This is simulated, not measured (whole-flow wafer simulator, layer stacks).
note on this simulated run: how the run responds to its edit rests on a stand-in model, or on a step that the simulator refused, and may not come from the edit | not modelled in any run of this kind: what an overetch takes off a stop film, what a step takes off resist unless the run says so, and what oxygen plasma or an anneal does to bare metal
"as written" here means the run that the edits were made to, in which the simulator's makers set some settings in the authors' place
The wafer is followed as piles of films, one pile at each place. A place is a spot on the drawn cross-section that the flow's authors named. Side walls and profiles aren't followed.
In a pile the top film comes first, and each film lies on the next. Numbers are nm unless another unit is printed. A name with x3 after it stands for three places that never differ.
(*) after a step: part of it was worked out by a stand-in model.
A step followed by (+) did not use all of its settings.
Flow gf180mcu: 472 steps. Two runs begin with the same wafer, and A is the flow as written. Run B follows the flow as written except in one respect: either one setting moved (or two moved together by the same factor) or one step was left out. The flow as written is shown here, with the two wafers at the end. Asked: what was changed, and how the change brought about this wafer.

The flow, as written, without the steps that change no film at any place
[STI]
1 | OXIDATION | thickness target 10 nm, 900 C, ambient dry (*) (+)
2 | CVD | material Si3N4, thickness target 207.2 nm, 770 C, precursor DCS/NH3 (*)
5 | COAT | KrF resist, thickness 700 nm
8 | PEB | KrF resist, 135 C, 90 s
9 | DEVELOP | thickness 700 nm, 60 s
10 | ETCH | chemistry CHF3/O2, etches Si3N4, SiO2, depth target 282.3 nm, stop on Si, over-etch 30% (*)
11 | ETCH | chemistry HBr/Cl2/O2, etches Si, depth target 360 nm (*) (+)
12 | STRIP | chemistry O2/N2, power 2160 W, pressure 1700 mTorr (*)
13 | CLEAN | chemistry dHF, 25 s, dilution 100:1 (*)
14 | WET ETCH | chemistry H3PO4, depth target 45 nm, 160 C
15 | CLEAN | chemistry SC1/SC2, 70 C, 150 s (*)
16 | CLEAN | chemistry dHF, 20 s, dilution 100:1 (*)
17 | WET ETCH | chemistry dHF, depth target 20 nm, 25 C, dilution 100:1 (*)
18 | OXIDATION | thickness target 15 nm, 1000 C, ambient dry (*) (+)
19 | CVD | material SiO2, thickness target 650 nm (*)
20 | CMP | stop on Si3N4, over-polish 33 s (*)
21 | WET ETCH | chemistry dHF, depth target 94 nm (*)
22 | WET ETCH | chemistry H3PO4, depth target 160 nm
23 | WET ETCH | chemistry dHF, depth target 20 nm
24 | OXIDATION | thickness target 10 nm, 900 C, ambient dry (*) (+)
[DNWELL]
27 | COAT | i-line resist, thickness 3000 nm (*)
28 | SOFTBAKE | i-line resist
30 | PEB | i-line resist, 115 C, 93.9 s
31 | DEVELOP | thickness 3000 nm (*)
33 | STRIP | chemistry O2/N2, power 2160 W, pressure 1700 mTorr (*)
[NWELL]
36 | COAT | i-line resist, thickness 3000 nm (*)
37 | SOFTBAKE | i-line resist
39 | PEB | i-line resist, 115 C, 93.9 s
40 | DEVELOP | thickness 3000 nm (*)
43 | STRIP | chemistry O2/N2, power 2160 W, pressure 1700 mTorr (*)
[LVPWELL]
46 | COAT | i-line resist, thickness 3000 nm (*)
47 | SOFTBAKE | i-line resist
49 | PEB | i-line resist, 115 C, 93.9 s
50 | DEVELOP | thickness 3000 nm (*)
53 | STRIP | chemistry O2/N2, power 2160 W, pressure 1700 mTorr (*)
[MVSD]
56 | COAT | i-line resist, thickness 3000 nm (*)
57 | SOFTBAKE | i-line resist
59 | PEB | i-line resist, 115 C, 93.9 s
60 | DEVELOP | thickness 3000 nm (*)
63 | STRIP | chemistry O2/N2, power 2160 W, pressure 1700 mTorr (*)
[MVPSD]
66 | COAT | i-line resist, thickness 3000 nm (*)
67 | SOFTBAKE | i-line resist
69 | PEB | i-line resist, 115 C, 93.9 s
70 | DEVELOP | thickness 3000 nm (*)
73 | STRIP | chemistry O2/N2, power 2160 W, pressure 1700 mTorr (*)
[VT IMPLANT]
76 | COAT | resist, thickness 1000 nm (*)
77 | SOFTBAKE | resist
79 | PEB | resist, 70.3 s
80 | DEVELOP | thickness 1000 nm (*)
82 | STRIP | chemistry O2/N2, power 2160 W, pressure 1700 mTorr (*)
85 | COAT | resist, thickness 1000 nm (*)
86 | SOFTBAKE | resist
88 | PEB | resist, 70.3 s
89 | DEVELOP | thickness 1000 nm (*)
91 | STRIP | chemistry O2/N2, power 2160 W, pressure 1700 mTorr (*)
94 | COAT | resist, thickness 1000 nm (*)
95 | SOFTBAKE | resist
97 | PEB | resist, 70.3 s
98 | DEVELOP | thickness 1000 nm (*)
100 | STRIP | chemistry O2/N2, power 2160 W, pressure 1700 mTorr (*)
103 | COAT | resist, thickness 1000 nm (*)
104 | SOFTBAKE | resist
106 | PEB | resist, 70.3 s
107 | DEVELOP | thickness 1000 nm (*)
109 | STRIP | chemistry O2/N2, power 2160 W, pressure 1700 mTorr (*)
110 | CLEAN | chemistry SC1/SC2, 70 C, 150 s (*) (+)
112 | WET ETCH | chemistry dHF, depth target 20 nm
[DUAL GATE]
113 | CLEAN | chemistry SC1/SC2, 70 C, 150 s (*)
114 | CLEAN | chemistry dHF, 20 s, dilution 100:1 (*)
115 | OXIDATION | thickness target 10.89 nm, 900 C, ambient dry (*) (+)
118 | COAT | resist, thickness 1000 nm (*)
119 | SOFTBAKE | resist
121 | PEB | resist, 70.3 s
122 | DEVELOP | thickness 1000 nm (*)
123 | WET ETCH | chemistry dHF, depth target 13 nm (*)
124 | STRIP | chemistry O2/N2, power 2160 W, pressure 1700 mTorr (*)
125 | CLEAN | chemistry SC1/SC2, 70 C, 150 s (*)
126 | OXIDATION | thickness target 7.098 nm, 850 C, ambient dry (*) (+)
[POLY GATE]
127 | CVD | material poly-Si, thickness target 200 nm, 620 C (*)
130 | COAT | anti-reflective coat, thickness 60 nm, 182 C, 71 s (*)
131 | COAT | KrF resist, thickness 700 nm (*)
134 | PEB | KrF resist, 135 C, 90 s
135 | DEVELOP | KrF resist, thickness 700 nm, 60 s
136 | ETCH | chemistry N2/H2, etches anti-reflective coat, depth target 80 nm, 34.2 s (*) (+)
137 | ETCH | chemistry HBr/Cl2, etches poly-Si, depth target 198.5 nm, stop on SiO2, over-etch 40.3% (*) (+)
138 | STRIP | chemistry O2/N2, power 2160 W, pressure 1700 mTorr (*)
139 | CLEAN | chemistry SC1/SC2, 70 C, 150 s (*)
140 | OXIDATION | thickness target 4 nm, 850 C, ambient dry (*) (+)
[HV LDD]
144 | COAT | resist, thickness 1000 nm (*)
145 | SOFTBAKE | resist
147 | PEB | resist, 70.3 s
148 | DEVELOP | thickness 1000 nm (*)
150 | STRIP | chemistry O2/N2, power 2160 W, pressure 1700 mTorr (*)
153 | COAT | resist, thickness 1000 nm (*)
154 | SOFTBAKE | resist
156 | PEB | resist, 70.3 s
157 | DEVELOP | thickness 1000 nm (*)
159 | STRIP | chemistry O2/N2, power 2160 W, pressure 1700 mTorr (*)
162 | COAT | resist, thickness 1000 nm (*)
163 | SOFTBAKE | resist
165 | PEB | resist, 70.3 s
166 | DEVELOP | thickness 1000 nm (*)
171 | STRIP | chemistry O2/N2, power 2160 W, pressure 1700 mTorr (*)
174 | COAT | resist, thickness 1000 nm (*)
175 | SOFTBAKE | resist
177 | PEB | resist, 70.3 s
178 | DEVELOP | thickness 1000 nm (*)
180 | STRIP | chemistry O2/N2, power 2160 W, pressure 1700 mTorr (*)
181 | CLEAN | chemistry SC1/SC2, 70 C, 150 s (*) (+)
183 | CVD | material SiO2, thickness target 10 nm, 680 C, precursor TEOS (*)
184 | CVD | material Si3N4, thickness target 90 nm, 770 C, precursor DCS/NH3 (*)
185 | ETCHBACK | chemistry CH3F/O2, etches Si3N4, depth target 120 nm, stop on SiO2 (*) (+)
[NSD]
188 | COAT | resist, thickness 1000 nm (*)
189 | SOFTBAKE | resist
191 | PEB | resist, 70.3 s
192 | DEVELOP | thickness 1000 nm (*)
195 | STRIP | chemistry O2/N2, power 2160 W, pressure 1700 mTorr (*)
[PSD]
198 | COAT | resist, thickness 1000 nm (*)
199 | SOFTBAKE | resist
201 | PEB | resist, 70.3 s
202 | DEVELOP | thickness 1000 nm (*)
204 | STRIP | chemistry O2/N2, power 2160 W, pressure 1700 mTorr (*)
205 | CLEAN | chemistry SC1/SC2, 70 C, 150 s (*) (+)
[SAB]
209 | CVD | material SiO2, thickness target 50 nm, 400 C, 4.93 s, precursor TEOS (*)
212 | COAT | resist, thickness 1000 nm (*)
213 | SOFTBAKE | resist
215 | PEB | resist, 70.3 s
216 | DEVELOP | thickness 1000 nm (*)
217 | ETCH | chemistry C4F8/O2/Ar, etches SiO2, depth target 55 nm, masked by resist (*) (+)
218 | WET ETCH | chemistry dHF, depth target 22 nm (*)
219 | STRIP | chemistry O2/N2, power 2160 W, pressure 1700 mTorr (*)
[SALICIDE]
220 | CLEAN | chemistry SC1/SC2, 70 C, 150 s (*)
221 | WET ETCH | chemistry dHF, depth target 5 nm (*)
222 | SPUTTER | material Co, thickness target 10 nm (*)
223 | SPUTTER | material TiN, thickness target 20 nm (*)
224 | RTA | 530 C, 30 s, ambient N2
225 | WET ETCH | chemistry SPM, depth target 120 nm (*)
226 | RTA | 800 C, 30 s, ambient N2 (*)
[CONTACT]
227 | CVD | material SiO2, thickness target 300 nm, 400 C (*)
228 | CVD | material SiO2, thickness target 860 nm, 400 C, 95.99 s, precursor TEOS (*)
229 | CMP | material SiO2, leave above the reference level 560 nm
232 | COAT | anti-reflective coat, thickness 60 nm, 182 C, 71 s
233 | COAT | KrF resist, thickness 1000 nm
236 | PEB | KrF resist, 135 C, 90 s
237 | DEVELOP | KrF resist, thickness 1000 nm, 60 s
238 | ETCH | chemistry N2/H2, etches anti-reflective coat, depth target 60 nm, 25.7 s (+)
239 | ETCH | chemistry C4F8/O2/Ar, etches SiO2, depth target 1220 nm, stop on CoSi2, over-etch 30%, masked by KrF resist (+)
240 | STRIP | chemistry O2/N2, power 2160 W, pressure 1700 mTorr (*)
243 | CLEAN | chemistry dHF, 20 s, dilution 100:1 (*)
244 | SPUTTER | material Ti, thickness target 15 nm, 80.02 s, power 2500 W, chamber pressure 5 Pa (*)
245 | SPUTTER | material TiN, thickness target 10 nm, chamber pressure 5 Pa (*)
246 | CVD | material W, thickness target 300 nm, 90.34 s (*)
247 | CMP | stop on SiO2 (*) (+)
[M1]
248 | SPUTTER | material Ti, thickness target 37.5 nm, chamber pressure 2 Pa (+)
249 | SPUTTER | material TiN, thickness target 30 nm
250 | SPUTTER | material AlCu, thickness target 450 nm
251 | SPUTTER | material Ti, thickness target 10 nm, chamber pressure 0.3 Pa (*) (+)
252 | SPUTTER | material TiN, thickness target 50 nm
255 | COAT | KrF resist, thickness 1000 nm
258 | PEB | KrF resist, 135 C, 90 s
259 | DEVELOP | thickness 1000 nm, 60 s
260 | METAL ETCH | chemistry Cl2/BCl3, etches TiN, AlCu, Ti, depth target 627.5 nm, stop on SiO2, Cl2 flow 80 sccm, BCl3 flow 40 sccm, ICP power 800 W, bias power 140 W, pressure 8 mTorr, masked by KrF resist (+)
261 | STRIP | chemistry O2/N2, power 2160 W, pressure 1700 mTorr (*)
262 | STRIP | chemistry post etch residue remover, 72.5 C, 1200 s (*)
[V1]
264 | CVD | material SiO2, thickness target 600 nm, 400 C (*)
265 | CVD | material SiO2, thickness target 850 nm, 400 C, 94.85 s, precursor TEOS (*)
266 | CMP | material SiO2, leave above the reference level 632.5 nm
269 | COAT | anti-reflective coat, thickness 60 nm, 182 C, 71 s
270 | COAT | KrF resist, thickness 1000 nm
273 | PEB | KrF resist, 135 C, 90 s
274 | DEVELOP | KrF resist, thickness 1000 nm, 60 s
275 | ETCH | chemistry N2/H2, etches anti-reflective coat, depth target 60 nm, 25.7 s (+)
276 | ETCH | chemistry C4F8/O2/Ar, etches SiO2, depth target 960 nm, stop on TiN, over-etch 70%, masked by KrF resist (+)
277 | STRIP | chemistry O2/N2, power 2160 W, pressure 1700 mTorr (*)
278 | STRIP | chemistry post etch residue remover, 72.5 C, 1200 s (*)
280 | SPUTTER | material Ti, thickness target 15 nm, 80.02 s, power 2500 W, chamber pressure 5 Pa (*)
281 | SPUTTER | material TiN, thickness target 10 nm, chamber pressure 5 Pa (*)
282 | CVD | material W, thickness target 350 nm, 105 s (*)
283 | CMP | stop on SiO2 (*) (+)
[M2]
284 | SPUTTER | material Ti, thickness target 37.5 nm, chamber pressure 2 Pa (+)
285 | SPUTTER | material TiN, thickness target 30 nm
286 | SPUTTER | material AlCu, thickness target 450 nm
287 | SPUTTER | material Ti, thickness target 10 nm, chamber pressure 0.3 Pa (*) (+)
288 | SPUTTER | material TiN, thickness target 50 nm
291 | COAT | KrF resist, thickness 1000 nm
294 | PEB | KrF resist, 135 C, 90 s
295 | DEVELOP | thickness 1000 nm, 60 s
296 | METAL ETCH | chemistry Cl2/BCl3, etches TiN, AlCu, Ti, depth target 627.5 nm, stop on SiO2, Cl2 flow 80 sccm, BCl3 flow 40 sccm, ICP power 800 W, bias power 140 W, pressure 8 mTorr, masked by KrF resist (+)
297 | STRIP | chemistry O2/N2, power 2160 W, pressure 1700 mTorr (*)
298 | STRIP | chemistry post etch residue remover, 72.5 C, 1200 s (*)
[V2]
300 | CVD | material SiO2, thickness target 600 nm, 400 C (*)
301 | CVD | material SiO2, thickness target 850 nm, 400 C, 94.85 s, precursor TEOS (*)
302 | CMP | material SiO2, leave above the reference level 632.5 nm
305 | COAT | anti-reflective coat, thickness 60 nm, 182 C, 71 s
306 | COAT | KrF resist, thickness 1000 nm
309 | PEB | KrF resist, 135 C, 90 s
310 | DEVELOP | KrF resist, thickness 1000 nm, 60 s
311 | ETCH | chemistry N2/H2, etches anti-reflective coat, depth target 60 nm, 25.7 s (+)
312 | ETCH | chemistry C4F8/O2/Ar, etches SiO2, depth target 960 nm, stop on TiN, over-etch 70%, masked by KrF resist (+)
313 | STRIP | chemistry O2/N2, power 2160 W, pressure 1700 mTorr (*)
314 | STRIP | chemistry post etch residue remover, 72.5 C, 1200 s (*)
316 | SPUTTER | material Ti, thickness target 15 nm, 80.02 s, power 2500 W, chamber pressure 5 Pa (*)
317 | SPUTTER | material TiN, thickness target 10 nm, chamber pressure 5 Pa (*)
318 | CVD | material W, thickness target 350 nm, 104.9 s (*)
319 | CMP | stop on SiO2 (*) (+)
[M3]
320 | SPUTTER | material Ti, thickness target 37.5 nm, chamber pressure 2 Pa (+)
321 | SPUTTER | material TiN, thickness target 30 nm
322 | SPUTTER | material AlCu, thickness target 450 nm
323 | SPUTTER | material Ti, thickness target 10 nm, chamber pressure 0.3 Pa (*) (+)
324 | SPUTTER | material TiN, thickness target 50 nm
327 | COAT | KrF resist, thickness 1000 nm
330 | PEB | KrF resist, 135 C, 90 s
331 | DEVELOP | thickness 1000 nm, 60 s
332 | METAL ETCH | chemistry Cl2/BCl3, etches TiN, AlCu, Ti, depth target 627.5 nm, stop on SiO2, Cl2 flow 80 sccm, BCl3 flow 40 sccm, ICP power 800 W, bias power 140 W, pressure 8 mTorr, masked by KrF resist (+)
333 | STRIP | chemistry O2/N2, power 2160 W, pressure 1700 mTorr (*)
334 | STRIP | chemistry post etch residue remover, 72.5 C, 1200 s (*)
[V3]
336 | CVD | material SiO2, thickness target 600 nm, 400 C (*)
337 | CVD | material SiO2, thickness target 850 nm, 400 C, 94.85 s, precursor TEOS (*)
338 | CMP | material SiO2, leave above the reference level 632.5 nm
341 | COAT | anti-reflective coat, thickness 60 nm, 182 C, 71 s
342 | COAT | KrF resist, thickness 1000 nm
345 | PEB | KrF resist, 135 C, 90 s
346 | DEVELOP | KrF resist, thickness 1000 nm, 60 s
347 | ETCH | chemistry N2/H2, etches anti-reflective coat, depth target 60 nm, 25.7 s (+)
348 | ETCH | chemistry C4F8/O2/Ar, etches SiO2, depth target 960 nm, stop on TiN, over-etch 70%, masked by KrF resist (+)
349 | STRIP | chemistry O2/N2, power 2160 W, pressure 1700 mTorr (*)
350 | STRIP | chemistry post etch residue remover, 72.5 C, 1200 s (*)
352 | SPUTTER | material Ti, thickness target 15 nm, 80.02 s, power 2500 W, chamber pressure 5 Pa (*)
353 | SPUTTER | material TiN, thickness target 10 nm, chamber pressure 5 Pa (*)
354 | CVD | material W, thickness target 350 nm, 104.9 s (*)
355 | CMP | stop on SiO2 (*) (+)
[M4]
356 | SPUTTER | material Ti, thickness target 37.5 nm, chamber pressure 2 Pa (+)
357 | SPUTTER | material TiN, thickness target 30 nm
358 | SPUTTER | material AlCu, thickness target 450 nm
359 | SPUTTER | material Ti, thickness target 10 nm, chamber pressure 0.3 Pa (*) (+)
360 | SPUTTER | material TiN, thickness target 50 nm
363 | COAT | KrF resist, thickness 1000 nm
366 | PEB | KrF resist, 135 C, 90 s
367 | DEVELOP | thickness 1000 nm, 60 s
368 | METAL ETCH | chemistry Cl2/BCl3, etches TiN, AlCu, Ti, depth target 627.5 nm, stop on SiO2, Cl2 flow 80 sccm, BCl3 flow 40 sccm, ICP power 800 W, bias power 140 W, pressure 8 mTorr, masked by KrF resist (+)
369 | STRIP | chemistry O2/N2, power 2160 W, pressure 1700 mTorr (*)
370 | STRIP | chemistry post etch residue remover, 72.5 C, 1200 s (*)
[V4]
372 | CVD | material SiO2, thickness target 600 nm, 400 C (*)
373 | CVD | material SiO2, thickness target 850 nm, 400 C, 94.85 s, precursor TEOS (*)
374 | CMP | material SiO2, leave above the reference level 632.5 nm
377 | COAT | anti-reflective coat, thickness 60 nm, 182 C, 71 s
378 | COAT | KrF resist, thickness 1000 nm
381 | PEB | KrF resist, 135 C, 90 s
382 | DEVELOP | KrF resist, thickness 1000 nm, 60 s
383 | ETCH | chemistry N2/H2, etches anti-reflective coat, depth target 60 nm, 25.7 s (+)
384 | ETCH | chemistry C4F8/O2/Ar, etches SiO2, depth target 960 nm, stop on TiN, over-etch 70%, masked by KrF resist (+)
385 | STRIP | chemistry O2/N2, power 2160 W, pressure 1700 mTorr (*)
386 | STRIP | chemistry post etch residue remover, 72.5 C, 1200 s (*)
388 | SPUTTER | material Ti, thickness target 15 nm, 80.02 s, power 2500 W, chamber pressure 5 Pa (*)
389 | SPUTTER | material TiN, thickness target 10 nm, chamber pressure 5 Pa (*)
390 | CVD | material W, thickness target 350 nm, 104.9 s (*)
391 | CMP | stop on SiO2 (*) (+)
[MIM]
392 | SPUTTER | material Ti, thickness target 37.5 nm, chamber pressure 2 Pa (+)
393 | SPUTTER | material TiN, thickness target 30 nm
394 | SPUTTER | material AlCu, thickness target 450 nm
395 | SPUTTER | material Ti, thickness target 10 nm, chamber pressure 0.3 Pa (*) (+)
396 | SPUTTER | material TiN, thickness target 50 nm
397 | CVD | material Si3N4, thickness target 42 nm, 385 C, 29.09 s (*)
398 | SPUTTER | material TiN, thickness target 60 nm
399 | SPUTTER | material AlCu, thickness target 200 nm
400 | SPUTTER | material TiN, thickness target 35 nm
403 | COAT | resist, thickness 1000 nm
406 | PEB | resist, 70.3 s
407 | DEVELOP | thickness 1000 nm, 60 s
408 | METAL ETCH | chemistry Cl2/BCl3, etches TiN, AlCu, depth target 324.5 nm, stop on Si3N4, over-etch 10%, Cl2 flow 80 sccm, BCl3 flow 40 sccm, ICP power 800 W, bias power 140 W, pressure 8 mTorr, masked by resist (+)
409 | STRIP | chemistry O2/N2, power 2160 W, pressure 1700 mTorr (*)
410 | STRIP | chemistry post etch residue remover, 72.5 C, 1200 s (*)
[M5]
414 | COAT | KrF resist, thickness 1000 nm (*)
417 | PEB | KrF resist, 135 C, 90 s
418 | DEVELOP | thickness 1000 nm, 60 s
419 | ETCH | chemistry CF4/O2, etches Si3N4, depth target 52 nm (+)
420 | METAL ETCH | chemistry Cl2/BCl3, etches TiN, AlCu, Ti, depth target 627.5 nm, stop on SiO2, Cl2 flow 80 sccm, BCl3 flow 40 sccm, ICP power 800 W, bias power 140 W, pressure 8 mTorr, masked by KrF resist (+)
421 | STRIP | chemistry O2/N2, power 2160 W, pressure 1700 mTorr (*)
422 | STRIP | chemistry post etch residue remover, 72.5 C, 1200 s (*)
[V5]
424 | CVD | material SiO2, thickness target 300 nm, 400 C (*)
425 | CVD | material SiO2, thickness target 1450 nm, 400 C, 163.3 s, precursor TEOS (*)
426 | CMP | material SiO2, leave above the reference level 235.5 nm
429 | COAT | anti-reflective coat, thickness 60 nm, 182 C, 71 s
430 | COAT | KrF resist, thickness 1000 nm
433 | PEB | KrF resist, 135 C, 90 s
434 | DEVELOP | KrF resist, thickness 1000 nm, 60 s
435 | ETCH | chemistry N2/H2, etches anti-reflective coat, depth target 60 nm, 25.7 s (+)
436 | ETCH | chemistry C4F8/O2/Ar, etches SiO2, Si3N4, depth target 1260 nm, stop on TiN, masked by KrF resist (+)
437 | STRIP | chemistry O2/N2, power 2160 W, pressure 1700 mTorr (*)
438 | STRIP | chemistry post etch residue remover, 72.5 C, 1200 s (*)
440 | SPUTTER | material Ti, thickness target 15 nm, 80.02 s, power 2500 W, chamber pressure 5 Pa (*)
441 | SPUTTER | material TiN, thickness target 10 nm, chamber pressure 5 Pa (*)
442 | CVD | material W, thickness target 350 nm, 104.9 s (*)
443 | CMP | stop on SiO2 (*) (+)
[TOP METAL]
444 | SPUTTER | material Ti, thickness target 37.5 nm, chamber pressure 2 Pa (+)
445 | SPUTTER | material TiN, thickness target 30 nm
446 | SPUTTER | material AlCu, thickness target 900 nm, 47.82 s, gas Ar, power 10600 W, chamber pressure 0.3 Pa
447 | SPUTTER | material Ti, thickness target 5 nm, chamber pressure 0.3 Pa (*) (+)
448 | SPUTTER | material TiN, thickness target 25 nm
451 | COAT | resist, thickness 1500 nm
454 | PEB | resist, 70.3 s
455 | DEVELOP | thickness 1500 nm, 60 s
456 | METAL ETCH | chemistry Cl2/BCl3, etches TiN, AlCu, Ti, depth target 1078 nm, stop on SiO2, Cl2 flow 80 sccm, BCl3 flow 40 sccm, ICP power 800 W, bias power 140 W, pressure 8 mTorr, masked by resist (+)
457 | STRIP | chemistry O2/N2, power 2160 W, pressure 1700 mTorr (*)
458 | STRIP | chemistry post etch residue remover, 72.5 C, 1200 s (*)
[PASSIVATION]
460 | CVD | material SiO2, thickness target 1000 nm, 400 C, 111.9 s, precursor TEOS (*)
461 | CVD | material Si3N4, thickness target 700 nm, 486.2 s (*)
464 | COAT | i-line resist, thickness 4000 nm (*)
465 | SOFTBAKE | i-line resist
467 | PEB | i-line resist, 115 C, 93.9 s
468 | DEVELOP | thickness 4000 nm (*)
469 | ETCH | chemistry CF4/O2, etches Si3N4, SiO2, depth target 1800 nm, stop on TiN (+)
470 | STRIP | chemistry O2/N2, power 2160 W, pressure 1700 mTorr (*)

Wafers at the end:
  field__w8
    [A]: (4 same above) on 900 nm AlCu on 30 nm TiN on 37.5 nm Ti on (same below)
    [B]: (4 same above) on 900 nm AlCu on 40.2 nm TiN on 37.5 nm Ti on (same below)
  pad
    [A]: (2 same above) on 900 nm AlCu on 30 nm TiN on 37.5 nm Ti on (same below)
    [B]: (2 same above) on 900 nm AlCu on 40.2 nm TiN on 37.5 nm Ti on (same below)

Cause: step 445, SPUTTER: thickness target 40.2 nm was run, whereas the flow has thickness target 30 nm.
One can read it off the wafer: field__w8 has TiN 40.2, and step 445 as written asks for 30 nm.

Step by step, how the change led to this:
  445 | SPUTTER | material TiN, thickness target 30 nm
      field, field__w1, field__w2 and 109 more: A +30 TiN (new film) | B +40.2 TiN (new film)
  456 | METAL ETCH | chemistry Cl2/BCl3, etches TiN, AlCu, Ti, depth target 1078 nm, stop on SiO2, Cl2 flow 80 sccm, BCl3 flow 40 sccm, ICP power 800 W, bias power 140 W, pressure 8 mTorr, masked by resist (+)
      field, field__w1, field__w2 and 103 more: A -25 TiN (all of it), -5 Ti (all of it), -900 AlCu (all of it), -30 TiN (all of it), -37.5 Ti (all of it) | B -25 TiN (all of it), -5 Ti (all of it), -900 AlCu (all of it), -40.2 TiN (all of it), -37.5 Ti (all of it)
  465 | SOFTBAKE | i-line resist
      gate: A +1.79 i-line resist | B -0.28 i-line resist
      ld_acc_p, ld_fp_p, ld_drift_p: A +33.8 i-line resist | B +27.3 i-line resist
      (as well as at 56 more places)
